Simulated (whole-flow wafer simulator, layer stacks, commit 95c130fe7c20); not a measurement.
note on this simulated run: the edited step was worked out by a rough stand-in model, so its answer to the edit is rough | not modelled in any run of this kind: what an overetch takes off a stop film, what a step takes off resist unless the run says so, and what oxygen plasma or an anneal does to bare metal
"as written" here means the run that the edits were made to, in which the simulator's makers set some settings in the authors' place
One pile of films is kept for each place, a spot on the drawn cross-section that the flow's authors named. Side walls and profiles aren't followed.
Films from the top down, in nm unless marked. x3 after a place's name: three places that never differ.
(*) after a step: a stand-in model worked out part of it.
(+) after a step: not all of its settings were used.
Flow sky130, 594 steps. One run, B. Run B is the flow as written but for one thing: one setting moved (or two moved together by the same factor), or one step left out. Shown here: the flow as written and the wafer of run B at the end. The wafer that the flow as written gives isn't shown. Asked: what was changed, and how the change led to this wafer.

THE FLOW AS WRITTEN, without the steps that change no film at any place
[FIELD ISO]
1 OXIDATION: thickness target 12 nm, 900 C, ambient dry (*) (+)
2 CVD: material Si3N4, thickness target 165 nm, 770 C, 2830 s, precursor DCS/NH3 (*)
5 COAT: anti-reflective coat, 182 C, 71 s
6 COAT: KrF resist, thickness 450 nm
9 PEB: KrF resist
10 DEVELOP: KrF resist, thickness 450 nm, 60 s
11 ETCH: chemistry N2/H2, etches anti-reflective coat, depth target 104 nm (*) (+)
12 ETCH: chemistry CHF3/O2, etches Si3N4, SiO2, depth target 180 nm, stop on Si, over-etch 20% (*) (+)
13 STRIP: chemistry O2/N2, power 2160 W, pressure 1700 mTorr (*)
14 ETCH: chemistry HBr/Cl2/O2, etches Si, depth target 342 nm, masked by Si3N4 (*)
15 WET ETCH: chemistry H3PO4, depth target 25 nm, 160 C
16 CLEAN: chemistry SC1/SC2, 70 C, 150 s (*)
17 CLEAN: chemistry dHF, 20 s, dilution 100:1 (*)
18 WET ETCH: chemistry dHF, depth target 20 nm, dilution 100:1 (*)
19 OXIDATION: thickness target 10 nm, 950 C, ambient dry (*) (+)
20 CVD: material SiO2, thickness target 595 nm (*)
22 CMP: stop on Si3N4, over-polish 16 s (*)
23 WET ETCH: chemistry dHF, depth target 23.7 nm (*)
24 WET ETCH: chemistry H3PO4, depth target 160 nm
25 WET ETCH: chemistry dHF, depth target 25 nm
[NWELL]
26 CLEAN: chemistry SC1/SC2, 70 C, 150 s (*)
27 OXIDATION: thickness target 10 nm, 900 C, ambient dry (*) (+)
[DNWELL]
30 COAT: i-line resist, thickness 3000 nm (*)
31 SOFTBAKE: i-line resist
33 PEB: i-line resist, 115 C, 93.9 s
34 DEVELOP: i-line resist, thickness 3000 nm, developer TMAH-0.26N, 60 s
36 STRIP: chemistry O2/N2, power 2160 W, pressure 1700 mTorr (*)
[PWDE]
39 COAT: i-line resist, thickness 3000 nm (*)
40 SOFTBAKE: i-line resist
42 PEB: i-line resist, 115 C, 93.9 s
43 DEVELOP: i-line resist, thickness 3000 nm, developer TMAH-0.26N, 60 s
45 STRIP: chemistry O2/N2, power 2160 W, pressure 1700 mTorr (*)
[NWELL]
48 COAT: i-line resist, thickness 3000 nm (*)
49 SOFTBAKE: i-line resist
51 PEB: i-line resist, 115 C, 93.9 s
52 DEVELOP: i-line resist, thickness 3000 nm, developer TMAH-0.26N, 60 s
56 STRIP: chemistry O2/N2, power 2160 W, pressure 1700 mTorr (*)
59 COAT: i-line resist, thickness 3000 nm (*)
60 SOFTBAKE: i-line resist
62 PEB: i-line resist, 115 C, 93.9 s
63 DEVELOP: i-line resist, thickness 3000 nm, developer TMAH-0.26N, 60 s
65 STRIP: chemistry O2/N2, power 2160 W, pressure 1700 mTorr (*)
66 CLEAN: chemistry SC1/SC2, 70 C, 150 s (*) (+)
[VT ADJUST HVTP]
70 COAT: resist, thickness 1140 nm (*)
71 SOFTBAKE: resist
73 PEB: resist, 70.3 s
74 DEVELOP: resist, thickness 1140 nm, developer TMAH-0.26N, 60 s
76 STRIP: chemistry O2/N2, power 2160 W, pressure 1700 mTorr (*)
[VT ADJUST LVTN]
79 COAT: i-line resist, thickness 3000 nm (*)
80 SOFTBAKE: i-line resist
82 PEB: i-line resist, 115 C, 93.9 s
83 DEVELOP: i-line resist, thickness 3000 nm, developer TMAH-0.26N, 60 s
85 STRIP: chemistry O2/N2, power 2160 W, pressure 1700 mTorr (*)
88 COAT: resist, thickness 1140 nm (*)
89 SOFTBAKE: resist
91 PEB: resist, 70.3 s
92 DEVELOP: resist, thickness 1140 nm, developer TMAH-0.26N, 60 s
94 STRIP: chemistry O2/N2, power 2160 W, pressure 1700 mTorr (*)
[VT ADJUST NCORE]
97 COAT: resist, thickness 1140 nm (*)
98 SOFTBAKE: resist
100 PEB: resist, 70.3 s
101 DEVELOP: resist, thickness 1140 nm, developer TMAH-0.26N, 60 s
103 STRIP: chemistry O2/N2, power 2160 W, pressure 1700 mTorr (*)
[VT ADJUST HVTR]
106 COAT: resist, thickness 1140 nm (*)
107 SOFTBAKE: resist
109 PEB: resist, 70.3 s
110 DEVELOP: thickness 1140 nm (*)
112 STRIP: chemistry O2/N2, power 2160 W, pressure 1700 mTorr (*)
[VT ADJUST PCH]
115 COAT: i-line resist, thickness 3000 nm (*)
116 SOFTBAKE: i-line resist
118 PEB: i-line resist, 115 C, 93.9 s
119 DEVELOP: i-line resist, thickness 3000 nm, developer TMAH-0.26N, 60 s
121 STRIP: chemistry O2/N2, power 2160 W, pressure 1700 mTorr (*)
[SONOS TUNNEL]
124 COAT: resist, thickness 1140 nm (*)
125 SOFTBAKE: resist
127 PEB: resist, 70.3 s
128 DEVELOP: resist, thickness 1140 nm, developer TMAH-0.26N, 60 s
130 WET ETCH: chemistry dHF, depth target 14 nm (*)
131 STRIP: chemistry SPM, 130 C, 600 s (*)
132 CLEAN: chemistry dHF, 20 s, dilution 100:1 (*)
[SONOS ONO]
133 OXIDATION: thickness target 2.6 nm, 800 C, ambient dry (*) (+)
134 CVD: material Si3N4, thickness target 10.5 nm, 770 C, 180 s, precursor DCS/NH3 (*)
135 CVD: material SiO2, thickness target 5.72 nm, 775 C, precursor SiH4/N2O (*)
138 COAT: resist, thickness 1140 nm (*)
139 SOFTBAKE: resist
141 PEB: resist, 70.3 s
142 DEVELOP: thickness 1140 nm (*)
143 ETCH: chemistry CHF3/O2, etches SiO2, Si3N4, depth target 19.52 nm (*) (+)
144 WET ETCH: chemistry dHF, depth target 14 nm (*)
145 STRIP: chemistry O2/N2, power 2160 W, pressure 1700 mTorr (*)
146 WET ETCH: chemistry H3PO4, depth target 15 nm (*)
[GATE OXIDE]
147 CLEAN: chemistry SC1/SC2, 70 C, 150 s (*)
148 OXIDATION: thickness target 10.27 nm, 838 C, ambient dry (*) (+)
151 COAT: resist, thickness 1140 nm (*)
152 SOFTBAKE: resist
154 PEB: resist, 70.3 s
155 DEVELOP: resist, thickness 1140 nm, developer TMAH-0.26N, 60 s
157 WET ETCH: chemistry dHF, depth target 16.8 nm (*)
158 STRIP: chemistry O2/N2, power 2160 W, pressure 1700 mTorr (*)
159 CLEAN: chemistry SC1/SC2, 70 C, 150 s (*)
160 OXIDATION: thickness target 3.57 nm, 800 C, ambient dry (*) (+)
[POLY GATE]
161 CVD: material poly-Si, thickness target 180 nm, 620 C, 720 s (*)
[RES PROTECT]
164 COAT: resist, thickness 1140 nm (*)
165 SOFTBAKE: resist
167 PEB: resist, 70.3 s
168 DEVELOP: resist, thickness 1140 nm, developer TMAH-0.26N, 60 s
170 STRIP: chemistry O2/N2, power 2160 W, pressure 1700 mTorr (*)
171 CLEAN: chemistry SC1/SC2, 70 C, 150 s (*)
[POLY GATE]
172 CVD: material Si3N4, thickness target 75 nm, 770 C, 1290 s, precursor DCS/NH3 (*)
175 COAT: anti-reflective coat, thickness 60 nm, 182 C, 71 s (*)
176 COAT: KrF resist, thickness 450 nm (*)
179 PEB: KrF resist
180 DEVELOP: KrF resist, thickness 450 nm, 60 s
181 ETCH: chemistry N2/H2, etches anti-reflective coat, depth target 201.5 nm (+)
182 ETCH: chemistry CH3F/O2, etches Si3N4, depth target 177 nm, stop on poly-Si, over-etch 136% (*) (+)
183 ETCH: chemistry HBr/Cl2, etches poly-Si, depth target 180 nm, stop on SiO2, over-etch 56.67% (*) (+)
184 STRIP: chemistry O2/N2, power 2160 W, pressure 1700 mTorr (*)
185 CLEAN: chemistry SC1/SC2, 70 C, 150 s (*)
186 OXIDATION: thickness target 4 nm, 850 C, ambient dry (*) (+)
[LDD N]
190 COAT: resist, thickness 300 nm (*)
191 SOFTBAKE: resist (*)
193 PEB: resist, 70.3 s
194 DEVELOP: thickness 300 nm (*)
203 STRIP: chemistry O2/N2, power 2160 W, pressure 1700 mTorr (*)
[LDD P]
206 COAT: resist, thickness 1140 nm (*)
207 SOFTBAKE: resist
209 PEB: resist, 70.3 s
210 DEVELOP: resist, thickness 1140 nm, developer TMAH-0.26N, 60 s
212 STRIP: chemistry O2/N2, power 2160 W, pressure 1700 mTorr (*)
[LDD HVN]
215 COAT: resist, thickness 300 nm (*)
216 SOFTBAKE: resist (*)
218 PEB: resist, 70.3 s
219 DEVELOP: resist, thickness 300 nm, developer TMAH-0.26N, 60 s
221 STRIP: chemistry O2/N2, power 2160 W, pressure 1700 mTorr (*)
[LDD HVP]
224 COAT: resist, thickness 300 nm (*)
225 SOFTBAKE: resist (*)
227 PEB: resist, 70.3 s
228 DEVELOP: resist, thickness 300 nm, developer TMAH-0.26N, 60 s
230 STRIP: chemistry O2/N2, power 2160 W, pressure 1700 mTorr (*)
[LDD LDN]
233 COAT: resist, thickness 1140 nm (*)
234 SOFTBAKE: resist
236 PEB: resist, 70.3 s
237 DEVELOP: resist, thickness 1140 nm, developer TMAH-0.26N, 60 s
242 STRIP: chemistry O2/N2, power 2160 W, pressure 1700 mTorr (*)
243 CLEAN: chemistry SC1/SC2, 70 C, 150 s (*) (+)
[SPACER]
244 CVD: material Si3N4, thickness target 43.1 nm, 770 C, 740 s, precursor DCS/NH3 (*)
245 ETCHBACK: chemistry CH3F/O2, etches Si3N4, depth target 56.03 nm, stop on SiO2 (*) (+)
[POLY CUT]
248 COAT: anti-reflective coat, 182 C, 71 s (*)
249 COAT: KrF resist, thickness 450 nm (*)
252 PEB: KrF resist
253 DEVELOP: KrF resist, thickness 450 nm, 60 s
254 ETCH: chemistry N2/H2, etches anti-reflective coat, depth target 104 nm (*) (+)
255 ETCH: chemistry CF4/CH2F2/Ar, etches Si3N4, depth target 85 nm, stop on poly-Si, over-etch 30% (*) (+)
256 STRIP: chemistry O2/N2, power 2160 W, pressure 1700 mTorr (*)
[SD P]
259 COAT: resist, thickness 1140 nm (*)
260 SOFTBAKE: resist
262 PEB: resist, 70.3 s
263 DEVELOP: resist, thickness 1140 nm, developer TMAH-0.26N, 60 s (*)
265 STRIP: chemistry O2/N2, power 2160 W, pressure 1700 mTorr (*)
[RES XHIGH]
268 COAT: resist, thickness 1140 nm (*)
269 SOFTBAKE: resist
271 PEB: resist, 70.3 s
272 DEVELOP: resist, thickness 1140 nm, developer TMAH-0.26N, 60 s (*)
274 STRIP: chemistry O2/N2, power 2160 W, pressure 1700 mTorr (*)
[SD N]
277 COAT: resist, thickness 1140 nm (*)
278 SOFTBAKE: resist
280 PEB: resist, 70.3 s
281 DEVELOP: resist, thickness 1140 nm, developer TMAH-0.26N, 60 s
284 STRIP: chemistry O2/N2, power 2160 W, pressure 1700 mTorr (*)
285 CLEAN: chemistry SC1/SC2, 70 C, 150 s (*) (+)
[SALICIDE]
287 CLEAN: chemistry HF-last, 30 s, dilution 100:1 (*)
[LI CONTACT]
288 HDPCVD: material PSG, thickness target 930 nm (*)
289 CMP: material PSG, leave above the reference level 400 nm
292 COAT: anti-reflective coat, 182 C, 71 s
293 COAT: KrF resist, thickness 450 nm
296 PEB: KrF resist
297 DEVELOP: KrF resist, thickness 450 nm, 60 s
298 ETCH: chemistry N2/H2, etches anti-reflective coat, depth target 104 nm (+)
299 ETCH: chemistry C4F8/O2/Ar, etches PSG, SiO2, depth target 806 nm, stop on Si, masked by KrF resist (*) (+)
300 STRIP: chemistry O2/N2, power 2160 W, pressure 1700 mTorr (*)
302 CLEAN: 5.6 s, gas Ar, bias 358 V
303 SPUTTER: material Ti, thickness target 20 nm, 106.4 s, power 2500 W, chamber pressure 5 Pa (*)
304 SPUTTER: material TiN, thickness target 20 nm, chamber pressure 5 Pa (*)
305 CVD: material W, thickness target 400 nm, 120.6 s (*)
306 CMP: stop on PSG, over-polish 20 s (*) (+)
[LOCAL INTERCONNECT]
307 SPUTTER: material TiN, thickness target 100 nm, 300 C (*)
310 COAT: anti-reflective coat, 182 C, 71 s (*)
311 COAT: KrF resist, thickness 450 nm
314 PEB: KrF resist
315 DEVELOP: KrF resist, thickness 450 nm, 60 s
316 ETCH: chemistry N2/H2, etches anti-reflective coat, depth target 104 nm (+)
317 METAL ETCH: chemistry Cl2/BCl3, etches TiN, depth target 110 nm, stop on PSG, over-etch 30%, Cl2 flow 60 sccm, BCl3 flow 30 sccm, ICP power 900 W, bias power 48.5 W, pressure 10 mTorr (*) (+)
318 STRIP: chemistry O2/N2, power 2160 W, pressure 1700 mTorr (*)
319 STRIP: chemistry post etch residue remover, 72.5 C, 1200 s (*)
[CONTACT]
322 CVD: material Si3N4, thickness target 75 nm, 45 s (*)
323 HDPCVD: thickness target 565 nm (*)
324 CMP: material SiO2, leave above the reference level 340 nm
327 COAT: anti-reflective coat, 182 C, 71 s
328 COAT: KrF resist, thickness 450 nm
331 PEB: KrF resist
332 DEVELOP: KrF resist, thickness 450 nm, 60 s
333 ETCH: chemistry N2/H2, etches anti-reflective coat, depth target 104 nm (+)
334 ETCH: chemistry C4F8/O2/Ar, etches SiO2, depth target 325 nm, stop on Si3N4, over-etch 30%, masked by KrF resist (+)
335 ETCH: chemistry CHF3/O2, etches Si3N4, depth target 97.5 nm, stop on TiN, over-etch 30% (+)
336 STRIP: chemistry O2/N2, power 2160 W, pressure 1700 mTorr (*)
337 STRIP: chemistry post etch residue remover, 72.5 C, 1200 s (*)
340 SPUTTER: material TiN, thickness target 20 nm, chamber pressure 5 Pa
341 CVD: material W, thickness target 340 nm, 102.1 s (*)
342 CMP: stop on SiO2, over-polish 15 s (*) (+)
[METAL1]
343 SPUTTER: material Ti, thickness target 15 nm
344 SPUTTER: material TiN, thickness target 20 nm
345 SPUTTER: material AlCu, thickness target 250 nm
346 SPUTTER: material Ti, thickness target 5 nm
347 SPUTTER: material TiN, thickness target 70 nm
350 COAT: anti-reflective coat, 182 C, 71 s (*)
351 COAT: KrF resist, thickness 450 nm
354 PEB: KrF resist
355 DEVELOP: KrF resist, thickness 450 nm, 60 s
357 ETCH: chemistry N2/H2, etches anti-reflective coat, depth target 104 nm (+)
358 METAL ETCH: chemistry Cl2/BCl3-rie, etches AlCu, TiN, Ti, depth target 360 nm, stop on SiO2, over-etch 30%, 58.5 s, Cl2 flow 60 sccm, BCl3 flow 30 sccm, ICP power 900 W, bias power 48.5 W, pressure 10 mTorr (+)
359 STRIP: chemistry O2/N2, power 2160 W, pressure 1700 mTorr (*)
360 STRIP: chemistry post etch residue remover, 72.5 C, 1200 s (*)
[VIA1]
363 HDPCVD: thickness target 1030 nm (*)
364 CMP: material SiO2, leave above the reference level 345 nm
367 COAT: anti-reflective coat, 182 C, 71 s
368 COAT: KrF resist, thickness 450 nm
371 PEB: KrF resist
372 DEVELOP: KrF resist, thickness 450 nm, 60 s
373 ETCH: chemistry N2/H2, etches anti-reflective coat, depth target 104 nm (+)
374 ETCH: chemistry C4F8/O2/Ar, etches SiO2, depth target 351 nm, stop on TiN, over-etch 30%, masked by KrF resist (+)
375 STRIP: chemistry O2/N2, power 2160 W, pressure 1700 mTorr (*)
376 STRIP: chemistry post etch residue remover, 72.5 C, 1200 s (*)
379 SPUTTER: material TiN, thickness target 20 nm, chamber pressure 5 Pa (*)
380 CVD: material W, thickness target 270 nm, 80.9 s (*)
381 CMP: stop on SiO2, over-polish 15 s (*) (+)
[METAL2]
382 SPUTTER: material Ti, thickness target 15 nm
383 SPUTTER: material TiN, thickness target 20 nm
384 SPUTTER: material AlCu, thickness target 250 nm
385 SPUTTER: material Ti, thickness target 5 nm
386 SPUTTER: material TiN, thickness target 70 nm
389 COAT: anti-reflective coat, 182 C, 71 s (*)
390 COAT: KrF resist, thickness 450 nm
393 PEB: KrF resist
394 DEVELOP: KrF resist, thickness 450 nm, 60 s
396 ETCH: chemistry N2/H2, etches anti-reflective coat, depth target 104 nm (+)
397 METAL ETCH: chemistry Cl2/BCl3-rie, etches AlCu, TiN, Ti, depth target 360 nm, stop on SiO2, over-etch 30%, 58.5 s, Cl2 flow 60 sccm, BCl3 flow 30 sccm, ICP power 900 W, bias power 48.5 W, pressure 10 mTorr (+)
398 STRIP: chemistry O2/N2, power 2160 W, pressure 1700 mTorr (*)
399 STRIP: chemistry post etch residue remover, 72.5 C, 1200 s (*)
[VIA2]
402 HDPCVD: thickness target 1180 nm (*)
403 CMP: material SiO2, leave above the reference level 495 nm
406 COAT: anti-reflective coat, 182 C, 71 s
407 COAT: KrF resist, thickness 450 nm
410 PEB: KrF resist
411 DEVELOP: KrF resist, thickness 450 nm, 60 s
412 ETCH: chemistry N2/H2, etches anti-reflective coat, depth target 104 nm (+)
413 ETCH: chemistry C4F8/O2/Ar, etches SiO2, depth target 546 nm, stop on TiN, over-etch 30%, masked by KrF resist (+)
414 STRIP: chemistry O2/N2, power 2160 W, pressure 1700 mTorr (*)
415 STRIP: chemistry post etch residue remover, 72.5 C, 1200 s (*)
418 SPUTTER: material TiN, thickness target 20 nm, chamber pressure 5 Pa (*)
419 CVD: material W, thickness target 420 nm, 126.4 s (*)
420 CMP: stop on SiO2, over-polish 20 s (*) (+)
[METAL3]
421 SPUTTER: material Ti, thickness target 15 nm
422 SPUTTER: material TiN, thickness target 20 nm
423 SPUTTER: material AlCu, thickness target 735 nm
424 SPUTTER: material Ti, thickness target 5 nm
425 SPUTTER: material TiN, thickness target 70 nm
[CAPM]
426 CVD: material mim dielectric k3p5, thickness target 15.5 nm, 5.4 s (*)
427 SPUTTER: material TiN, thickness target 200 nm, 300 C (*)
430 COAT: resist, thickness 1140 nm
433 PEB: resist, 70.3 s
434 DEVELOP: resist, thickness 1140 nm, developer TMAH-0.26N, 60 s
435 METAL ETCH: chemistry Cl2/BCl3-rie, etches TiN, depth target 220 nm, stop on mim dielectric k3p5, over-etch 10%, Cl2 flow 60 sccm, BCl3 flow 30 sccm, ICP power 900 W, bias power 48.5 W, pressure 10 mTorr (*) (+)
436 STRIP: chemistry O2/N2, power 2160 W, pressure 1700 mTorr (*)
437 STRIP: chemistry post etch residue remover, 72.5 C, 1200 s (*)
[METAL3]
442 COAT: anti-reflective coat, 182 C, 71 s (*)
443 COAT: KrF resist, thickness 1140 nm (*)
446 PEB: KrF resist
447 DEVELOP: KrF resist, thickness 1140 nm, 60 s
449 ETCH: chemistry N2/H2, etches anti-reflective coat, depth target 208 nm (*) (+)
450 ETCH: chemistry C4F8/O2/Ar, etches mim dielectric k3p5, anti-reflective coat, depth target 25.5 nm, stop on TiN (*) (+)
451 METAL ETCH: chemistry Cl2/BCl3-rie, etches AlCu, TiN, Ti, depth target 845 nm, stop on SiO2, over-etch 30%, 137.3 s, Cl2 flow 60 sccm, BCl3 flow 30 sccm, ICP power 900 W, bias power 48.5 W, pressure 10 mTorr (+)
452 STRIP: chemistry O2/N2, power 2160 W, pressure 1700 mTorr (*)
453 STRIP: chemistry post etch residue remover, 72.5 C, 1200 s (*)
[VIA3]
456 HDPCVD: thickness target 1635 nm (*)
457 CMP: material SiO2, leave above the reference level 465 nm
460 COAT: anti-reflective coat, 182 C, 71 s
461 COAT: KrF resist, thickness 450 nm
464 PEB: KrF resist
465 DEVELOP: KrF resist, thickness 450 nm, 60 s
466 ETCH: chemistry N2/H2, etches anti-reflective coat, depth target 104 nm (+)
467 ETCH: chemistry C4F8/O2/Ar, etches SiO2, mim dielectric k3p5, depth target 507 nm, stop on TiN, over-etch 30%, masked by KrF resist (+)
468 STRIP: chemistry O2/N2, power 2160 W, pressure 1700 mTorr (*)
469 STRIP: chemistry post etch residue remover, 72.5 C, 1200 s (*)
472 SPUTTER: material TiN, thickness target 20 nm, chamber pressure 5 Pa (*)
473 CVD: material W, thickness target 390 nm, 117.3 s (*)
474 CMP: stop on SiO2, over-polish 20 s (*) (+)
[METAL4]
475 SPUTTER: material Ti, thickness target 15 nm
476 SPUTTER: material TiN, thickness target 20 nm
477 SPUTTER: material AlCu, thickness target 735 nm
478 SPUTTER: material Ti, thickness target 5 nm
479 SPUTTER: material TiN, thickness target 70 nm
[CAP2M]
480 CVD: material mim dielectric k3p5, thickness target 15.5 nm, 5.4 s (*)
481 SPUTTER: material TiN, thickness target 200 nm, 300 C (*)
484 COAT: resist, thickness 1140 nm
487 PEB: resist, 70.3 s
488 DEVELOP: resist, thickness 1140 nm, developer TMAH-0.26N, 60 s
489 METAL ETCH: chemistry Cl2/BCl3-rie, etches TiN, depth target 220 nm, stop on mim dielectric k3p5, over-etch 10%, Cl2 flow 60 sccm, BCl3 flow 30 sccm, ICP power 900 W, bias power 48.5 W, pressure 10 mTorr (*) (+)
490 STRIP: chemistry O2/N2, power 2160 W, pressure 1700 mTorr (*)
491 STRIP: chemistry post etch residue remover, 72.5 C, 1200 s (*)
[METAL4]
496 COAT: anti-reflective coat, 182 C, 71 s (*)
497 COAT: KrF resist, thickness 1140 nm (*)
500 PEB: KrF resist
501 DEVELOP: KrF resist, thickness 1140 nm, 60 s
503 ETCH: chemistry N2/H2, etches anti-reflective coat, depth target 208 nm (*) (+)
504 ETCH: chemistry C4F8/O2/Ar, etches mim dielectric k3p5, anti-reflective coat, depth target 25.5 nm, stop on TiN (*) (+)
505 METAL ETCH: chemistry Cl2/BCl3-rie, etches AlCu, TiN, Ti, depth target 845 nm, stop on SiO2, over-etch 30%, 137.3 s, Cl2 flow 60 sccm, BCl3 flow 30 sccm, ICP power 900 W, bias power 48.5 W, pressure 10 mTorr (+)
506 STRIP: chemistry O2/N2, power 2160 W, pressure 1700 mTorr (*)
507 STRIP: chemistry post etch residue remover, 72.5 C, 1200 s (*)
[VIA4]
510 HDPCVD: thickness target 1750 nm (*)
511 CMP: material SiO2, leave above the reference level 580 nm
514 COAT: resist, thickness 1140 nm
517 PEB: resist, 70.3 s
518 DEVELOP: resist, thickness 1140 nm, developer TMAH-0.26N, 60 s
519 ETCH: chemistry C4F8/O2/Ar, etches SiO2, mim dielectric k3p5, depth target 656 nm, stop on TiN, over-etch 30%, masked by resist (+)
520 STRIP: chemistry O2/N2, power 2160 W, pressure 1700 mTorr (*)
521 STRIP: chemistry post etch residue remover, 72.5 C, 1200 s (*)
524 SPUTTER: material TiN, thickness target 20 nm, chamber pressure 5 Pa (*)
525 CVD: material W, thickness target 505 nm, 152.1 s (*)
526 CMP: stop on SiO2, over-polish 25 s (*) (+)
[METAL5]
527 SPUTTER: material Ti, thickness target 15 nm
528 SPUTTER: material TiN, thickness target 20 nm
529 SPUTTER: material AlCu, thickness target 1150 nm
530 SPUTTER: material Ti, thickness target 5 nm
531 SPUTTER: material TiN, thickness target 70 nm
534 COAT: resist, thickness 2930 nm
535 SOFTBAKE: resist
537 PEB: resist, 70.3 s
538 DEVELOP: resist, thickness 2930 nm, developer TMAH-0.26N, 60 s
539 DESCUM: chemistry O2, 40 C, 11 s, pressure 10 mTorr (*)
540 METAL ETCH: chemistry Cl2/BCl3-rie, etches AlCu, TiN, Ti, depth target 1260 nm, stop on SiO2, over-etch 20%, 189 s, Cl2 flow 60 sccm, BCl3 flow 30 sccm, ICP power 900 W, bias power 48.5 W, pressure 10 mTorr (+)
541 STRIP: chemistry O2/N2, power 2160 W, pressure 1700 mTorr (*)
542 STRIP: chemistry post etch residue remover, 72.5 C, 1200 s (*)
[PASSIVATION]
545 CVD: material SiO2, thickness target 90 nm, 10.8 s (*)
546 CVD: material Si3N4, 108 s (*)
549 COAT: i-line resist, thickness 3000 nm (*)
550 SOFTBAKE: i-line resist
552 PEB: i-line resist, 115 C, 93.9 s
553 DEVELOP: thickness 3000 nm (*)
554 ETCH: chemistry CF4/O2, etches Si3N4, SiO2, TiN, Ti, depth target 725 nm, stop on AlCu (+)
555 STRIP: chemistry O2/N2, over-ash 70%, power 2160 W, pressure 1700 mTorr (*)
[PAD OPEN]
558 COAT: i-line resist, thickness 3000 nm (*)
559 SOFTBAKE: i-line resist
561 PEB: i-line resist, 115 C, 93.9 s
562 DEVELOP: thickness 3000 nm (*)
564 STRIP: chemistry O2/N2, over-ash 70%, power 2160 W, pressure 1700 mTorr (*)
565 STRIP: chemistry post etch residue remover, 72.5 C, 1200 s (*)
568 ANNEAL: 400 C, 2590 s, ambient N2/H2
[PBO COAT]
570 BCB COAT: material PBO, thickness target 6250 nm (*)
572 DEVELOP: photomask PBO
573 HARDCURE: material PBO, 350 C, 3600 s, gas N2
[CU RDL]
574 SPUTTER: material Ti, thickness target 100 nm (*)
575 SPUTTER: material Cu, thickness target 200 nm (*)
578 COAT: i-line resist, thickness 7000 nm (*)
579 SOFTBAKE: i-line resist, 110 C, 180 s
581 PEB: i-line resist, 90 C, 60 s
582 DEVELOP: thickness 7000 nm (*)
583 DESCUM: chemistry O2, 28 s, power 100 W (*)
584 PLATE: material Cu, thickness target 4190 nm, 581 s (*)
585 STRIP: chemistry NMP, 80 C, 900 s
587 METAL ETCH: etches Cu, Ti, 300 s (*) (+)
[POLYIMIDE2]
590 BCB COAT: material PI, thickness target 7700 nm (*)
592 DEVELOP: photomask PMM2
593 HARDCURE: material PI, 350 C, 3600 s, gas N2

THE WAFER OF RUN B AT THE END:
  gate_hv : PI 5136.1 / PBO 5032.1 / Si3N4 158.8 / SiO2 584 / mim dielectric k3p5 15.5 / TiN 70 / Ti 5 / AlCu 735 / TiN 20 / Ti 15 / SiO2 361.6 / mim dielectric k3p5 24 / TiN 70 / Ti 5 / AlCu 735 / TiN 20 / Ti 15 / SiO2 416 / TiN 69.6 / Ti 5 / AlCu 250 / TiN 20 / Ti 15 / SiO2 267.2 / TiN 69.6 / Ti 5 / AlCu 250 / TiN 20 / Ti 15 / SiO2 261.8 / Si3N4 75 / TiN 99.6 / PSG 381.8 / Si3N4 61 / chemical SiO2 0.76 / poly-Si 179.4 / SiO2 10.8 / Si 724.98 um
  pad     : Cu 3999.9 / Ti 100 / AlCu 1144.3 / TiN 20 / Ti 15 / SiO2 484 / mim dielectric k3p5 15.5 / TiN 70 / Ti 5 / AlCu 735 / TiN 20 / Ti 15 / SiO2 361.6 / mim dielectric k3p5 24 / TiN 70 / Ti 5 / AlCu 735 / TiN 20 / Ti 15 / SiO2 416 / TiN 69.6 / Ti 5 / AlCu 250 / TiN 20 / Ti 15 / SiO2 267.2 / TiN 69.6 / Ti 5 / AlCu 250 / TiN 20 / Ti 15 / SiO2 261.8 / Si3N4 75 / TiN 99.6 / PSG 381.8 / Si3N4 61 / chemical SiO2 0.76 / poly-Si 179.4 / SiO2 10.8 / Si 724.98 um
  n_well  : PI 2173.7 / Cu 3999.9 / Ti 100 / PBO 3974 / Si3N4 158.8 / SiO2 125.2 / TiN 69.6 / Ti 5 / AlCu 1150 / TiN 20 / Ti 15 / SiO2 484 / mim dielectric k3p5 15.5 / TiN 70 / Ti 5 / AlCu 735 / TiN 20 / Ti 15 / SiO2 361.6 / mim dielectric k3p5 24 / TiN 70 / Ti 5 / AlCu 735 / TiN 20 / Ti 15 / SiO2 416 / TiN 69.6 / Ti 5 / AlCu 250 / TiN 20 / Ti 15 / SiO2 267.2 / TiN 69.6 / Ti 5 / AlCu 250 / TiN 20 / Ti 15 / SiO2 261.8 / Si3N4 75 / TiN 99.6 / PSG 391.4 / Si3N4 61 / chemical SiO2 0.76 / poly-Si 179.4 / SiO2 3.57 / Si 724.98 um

The cause: step 426, CVD: thickness target 24 nm was run, where the flow has thickness target 15.5 nm; step 426, CVD: 8.37 s was run, where the flow has 5.4 s.
It can be read off the wafer: gate_hv has mim dielectric k3p5 24, and step 426 as written asks for 15.5 nm.

How the change led to this, step by step:
  426 CVD: material mim dielectric k3p5, thickness target 15.5 nm, 5.4 s (*)
      field, active, n_well and 188 more: mim dielectric k3p5 +24 (new film) (as written it would be: mim dielectric k3p5 +15.5 (new film))
  450 ETCH: chemistry C4F8/O2/Ar, etches mim dielectric k3p5, anti-reflective coat, depth target 25.5 nm, stop on TiN (*) (+)
      n_well, p_well, gate_hv and 104 more: KrF resist -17 (as written it would be: KrF resist -15.5)
      field, active, gate and 82 more: mim dielectric k3p5 -24 (all of it) (as written it would be: mim dielectric k3p5 -15.5 (all of it))
  467 ETCH: chemistry C4F8/O2/Ar, etches SiO2, mim dielectric k3p5, depth target 507 nm, stop on TiN, over-etch 30%, masked by KrF resist (+)
      m1: SiO2 -366 (all of it), mim dielectric k3p5 -24 (all of it) (as written it would be: SiO2 -374.5 (all of it), mim dielectric k3p5 -15.5 (all of it))
      via3_hole: SiO2 -365.4 (all of it), mim dielectric k3p5 -24 (all of it) (as written it would be: SiO2 -373.9 (all of it), mim dielectric k3p5 -15.5 (all of it))
